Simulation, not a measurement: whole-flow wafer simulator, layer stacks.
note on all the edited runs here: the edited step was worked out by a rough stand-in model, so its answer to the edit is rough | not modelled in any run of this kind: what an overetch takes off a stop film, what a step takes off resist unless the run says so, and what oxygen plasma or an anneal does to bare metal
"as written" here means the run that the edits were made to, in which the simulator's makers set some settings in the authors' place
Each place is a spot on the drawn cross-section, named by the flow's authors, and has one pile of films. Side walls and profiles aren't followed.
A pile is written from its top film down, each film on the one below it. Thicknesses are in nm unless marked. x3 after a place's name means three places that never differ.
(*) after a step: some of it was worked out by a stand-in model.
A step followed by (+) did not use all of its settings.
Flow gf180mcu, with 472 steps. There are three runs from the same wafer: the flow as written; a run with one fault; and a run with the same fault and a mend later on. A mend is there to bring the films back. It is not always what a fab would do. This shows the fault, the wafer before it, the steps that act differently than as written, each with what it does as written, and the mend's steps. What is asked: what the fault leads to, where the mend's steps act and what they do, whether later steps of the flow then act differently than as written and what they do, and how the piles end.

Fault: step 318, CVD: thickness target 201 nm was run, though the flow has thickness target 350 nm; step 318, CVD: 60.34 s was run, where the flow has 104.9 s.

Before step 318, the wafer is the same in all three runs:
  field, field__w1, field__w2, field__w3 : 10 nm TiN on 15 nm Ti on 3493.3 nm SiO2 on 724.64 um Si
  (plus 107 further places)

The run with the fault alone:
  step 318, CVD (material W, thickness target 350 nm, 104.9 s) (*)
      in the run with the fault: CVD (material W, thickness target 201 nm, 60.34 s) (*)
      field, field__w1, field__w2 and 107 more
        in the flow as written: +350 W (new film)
        in the run with the fault: +202.5 W (new film)
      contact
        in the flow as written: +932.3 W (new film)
        in the run with the fault: +784.7 W (new film)
  Steps later in the flow that act otherwise than as written:
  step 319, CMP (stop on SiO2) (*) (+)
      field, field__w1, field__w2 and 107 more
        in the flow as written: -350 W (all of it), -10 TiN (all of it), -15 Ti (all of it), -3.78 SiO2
        in the run with the fault: -202.5 W (all of it), -10 TiN (all of it), -15 Ti (all of it), -2.3 SiO2
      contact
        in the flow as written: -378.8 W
        in the run with the fault: -229.8 W
  At the end the piles are close to the flow's at the places that both follow, differing by at most 2% or 0.5 nm, whichever is larger.

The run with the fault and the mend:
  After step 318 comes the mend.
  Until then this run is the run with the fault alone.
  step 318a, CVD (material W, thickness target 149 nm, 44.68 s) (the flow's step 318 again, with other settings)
      field, field__w1, field__w2 and 108 more
        +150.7 W
  None of the later steps of the flow differs from how it acts as written, at any place that is followed, by more than 2% or 0.5 nm, whichever is larger.
  At the end the piles are close to the flow's at the places that both follow, differing by at most 2% or 0.5 nm, whichever is larger.
